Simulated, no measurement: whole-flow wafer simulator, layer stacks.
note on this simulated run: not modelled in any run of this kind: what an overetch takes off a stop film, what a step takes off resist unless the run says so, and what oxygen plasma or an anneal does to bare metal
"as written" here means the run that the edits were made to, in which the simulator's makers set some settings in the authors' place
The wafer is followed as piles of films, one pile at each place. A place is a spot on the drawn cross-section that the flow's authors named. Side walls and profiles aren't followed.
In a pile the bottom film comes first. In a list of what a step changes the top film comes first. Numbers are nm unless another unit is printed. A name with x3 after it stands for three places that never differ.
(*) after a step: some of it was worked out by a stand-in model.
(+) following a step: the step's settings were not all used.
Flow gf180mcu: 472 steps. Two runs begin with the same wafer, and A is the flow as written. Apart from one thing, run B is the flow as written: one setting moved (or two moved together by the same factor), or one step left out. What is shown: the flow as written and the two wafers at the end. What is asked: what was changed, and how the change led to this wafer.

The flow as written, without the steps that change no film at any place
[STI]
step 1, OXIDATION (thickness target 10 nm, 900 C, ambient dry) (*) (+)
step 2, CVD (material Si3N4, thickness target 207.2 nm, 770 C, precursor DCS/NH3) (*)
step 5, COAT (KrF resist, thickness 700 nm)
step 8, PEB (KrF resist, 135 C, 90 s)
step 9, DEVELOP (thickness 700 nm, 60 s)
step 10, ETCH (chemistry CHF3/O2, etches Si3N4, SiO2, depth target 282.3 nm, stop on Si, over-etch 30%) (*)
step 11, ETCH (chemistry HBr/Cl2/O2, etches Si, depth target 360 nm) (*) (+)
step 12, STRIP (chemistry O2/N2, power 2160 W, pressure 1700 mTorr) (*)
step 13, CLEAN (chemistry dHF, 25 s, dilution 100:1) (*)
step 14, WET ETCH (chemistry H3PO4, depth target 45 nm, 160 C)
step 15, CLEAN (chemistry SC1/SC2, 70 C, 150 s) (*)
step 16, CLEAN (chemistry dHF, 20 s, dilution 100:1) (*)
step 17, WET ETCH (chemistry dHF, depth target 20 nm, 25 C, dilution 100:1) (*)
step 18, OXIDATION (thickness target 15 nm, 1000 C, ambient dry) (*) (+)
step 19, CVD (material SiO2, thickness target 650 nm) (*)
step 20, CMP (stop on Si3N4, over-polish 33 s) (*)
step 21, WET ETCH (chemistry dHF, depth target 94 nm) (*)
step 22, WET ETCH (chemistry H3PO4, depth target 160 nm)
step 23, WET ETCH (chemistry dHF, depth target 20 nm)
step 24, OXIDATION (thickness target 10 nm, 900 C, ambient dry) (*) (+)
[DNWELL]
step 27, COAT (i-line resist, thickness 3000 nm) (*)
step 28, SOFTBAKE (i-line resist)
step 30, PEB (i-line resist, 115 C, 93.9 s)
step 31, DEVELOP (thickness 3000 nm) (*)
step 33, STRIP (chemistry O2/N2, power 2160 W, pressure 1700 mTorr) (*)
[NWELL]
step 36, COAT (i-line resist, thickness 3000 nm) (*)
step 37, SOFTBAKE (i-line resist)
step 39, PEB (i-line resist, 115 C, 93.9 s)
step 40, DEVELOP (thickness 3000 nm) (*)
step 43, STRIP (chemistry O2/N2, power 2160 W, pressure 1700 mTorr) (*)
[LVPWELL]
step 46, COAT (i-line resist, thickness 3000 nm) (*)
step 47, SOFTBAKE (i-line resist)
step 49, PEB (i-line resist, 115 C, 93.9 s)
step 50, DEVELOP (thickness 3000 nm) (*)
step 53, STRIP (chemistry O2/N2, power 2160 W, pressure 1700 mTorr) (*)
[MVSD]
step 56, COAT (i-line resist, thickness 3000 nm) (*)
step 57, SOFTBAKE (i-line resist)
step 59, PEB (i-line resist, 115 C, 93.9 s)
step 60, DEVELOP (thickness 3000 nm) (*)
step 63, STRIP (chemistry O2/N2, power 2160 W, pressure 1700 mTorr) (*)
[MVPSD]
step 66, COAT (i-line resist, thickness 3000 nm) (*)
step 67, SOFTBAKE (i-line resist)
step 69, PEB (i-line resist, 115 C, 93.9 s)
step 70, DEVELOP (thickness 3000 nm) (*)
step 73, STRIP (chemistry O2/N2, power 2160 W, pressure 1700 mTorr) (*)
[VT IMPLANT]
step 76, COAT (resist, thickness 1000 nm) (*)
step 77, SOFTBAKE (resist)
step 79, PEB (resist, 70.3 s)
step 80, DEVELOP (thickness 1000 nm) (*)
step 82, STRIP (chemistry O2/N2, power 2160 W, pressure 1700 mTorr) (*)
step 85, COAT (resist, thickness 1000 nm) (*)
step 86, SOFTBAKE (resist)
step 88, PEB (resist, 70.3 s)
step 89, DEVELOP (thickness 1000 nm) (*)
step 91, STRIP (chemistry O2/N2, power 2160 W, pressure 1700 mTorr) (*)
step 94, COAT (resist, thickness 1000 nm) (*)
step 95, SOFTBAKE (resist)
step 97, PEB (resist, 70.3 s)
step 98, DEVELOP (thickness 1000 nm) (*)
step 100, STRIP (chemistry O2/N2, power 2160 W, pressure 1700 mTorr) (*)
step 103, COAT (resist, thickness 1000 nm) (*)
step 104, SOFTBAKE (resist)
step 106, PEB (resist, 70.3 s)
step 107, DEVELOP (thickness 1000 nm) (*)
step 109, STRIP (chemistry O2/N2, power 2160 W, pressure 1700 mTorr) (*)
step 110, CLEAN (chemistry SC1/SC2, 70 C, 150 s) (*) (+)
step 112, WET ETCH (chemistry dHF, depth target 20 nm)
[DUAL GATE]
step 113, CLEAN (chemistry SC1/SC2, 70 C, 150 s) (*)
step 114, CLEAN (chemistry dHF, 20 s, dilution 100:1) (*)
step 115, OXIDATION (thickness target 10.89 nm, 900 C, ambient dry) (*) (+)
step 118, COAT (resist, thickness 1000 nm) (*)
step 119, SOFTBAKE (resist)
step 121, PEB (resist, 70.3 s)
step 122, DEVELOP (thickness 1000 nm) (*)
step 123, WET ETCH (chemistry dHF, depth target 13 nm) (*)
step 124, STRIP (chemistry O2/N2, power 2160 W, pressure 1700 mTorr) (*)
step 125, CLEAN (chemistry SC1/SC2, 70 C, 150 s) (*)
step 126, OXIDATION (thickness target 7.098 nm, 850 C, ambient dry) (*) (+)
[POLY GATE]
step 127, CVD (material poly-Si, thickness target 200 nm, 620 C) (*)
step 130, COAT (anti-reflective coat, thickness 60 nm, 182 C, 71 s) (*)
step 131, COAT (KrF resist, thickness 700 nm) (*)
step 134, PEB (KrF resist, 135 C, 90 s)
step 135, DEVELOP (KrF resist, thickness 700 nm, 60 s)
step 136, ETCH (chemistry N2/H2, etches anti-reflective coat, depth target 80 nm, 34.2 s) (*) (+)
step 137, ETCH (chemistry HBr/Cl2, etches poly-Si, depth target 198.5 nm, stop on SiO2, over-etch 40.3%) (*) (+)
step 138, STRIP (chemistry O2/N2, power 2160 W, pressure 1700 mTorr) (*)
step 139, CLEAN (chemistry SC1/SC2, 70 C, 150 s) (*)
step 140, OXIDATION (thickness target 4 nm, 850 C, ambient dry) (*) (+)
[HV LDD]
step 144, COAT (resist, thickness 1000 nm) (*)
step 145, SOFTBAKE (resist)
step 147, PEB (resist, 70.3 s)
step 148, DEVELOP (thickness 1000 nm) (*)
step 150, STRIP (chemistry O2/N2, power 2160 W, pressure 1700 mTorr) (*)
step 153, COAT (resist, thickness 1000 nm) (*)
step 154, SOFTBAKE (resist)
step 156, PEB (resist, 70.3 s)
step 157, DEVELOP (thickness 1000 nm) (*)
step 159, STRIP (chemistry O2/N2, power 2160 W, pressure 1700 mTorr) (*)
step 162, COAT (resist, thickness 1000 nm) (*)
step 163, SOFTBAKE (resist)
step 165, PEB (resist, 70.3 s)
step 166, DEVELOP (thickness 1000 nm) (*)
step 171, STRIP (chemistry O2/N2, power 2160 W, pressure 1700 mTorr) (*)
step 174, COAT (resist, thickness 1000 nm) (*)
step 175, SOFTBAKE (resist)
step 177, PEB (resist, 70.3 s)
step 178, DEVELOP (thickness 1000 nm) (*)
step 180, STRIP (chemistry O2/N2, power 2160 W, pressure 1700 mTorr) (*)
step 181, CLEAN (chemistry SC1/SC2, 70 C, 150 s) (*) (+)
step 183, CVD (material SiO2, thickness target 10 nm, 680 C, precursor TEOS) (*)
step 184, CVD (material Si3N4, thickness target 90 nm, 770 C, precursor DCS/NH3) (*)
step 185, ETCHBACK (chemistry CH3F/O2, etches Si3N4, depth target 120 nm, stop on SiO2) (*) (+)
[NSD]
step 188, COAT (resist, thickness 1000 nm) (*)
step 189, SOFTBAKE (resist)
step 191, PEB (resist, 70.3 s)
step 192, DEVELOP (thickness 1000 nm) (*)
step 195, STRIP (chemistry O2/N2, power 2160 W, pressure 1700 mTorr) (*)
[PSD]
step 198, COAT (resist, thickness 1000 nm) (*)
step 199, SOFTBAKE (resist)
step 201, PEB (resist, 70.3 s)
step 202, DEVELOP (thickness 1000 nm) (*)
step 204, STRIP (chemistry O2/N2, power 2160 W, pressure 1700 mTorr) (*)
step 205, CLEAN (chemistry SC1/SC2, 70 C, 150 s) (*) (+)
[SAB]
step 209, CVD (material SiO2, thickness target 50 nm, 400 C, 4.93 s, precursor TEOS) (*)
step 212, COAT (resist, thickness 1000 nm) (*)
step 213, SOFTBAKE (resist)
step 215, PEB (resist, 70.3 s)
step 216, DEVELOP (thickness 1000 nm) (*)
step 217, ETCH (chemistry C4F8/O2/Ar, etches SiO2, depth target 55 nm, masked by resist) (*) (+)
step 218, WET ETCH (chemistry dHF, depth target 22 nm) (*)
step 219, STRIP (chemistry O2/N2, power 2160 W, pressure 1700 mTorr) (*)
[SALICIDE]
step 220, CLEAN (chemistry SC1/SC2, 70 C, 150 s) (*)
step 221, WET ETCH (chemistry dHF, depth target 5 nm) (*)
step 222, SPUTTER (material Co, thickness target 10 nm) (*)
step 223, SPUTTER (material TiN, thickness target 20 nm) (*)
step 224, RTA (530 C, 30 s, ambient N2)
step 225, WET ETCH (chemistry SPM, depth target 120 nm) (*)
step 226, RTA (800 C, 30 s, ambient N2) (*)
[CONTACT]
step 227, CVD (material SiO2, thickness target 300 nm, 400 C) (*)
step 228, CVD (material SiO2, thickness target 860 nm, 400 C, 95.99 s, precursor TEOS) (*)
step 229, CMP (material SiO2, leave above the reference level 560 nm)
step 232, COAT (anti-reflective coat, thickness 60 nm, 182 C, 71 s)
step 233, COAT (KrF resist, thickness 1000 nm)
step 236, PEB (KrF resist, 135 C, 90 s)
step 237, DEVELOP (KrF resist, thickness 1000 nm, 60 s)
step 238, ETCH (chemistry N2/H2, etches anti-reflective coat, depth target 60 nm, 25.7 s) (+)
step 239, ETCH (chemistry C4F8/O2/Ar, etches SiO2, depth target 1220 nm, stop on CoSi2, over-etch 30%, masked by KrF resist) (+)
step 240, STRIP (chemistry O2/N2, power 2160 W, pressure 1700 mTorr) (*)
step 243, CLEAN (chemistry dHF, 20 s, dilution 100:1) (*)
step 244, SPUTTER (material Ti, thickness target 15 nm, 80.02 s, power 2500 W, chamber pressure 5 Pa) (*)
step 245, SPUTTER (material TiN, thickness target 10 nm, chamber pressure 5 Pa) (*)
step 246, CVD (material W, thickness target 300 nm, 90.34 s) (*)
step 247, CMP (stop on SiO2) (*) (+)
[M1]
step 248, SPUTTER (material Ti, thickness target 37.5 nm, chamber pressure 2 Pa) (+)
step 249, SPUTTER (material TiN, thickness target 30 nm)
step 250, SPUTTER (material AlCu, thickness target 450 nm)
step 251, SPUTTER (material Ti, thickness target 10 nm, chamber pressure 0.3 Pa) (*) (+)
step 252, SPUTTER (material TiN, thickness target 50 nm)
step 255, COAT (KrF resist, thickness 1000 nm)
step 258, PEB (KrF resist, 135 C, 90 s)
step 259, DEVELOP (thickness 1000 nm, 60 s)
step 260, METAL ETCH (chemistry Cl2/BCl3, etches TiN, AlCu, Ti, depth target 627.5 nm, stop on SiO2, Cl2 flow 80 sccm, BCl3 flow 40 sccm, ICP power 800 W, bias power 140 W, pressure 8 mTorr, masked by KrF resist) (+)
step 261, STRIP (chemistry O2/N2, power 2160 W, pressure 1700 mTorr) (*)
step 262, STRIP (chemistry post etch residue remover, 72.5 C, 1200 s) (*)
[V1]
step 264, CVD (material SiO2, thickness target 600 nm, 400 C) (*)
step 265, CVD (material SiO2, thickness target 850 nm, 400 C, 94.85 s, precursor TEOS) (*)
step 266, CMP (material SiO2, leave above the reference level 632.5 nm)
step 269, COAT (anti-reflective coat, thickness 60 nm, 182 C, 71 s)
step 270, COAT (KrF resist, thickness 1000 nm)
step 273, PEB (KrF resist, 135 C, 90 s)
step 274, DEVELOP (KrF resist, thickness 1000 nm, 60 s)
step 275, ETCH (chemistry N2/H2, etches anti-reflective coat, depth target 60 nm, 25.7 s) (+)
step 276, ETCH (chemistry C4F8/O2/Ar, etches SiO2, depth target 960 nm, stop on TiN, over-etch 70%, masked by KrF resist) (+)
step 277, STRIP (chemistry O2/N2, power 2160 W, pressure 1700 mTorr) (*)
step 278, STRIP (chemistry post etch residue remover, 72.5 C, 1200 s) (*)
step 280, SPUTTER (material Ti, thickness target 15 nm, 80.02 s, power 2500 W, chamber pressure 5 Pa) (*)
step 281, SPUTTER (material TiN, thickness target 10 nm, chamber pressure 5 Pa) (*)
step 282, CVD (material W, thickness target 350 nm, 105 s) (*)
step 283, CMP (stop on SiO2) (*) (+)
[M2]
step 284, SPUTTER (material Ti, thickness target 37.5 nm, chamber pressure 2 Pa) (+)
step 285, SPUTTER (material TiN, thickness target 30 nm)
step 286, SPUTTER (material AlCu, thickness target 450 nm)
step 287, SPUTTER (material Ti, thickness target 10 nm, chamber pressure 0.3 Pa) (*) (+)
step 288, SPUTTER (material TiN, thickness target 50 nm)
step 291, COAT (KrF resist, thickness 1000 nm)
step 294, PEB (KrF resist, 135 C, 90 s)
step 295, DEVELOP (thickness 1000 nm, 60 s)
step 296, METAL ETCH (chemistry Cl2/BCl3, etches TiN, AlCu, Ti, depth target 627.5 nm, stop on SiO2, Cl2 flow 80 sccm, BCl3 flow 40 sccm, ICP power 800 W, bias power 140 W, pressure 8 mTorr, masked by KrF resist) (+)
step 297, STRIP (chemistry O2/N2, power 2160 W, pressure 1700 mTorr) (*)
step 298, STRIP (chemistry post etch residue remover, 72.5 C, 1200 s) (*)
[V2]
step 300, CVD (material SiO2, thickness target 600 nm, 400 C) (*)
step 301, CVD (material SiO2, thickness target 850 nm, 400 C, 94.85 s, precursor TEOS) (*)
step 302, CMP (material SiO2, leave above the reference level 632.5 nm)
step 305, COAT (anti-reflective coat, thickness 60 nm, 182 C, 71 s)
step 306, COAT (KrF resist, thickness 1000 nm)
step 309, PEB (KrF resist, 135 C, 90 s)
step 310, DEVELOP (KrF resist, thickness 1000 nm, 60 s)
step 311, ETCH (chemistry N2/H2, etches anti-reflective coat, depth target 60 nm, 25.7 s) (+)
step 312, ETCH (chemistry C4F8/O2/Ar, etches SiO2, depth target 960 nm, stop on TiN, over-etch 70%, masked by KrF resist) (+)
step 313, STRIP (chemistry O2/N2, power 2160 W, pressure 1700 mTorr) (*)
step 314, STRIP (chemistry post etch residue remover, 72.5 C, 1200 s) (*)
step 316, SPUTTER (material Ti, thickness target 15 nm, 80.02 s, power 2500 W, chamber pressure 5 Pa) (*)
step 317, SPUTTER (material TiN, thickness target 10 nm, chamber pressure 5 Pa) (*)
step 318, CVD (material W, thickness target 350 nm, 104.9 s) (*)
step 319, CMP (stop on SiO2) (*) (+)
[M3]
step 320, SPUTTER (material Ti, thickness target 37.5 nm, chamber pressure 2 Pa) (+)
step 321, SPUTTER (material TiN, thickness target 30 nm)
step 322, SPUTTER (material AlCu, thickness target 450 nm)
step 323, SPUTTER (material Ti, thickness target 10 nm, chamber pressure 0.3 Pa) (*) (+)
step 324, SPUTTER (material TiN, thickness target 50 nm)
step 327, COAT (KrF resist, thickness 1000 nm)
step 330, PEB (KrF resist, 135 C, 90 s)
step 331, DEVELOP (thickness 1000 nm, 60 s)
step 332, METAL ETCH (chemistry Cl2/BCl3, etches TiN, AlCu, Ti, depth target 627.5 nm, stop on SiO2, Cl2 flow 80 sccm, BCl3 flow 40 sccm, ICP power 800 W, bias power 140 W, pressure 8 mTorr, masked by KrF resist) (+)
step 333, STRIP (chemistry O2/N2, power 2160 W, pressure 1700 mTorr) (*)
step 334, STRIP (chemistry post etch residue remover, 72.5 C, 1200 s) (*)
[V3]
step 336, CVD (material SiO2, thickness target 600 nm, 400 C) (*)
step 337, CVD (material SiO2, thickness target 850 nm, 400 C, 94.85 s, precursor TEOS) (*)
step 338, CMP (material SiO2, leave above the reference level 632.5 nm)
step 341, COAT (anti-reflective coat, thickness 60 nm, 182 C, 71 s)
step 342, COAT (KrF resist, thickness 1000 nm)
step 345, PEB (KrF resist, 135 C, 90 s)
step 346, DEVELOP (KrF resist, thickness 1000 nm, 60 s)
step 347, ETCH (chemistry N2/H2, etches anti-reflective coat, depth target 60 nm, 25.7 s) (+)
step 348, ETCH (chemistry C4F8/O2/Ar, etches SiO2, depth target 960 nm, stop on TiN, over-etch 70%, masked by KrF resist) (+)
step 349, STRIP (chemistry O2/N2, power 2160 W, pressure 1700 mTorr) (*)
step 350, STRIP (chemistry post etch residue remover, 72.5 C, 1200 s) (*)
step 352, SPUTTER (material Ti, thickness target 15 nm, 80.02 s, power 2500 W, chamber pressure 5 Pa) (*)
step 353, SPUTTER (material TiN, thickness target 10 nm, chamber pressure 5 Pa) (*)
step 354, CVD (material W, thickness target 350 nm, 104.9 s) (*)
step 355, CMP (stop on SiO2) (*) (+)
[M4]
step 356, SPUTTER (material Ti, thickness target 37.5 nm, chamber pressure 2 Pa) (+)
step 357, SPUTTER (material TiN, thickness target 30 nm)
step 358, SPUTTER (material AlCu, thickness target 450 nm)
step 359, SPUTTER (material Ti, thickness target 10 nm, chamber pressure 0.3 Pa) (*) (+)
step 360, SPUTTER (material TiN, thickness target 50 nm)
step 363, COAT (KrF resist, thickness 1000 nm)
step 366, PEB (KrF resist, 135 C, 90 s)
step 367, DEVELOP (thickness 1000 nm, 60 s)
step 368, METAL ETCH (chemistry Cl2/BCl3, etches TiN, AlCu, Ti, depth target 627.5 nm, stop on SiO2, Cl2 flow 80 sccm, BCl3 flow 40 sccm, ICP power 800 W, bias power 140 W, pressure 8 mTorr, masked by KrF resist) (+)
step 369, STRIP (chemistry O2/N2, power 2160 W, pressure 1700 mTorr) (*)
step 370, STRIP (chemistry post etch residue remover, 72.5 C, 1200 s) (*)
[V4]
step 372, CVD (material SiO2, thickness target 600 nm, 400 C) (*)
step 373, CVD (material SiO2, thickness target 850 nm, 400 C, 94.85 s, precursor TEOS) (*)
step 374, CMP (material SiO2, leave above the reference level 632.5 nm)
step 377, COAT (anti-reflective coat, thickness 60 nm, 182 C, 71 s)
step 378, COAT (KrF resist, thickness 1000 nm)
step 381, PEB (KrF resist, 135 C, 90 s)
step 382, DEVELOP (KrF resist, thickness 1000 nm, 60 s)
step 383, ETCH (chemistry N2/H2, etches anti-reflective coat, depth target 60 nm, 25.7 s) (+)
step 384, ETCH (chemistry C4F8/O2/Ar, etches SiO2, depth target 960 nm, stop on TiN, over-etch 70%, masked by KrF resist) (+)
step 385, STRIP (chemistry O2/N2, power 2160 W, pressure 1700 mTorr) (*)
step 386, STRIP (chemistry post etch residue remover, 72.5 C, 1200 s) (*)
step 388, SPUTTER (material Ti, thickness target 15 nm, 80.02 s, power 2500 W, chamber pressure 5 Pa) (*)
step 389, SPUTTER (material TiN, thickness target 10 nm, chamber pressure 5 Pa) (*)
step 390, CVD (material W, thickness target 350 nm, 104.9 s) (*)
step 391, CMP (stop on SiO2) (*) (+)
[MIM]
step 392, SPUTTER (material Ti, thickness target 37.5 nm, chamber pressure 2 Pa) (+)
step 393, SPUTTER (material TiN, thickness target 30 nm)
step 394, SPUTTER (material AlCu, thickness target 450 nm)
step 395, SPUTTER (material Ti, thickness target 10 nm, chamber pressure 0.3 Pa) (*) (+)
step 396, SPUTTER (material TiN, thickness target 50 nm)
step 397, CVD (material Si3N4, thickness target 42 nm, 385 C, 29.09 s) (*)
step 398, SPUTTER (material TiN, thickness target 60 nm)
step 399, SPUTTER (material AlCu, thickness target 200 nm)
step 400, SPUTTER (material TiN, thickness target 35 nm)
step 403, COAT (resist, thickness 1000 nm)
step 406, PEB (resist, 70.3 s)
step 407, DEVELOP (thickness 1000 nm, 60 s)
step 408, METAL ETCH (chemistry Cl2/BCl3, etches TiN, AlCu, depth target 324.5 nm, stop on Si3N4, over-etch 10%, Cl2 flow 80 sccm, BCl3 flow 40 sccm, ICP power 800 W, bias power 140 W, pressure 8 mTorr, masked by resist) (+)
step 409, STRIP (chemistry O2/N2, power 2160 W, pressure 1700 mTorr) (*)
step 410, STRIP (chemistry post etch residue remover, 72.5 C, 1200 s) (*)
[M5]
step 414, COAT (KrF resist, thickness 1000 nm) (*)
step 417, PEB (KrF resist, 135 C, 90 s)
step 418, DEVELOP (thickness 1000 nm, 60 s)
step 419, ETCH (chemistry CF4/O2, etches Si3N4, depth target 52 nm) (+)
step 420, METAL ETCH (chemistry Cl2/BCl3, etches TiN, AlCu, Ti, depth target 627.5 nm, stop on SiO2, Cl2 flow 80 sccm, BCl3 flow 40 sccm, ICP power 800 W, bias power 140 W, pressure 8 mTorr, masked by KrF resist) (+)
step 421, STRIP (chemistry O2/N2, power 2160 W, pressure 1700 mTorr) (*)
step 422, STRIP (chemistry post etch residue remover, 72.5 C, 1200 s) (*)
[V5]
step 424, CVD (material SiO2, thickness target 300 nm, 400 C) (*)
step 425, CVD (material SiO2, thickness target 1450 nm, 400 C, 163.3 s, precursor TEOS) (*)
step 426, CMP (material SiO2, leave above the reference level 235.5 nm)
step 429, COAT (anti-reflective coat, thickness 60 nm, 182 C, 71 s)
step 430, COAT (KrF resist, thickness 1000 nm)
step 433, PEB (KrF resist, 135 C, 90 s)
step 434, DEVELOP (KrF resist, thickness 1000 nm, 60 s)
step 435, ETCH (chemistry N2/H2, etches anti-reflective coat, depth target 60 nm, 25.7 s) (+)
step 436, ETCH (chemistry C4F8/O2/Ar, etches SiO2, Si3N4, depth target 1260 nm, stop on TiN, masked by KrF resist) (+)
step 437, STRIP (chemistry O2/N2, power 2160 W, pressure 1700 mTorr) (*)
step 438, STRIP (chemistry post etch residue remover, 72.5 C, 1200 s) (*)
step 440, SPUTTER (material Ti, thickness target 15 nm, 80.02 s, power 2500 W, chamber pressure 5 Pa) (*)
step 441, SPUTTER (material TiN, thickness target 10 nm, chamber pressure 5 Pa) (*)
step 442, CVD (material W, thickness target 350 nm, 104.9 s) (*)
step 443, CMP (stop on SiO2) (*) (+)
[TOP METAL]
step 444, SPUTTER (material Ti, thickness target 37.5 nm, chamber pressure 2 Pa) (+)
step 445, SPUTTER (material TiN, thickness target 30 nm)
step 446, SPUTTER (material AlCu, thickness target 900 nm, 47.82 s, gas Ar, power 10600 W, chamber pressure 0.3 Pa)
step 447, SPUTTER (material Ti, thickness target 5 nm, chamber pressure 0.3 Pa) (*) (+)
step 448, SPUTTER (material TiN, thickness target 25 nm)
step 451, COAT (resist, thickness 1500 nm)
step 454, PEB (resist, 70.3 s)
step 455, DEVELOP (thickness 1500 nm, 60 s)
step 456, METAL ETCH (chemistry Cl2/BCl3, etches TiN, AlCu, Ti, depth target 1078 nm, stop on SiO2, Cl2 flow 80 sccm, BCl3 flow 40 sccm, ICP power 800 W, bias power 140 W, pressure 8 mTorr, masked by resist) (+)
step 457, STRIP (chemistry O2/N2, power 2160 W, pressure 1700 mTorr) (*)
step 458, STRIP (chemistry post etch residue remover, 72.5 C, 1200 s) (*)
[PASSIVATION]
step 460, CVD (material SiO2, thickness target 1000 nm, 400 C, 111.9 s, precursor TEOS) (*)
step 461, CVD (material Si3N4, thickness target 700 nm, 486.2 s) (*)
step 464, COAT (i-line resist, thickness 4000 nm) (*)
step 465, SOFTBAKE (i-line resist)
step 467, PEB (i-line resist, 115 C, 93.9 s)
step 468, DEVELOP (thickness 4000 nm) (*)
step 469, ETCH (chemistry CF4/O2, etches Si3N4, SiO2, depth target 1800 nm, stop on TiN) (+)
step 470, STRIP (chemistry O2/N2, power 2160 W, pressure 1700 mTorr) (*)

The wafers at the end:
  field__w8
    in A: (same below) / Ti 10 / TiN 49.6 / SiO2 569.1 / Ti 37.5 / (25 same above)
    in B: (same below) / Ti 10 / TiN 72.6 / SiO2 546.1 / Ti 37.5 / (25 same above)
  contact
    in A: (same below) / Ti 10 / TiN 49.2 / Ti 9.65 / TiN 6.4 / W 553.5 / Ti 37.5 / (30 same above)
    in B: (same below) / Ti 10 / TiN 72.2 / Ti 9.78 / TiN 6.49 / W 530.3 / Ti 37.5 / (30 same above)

Cause: step 288, SPUTTER: thickness target 73 nm was run, whereas the flow has thickness target 50 nm.

How this came from the change, step by step:
  step 288, SPUTTER (material TiN, thickness target 50 nm)
      field, field__w1, field__w2 and 108 more: A TiN gains 50 (new film) | B TiN gains 73 (new film)
  step 296, METAL ETCH (chemistry Cl2/BCl3, etches TiN, AlCu, Ti, depth target 627.5 nm, stop on SiO2, Cl2 flow 80 sccm, BCl3 flow 40 sccm, ICP power 800 W, bias power 140 W, pressure 8 mTorr, masked by KrF resist) (+)
      field, field__w1, field__w2 and 103 more: A TiN loses 50 (all of it), Ti loses 10 (all of it), AlCu loses 450 (all of it), TiN loses 30 (all of it), Ti loses 37.5 (all of it) | B TiN loses 73 (all of it), Ti loses 10 (all of it), AlCu loses 450 (all of it), TiN loses 30 (all of it), Ti loses 37.5 (all of it)
  step 302, CMP (material SiO2, leave above the reference level 632.5 nm)
      field__w8, contact, m1, m1__w1, m1_nw: A SiO2 loses 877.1 | B SiO2 loses 900.1
  step 312, ETCH (chemistry C4F8/O2/Ar, etches SiO2, depth target 960 nm, stop on TiN, over-etch 70%, masked by KrF resist) (+)
      field, field__w1, field__w2 and 107 more: A KrF resist loses 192 | B KrF resist loses 186.8
      contact: A SiO2 loses 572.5 (all of it) | B SiO2 loses 549.5 (all of it)
  step 318, CVD (material W, thickness target 350 nm, 104.9 s) (*)
      contact: A W gains 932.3 (new film) | B W gains 909.1 (new film)
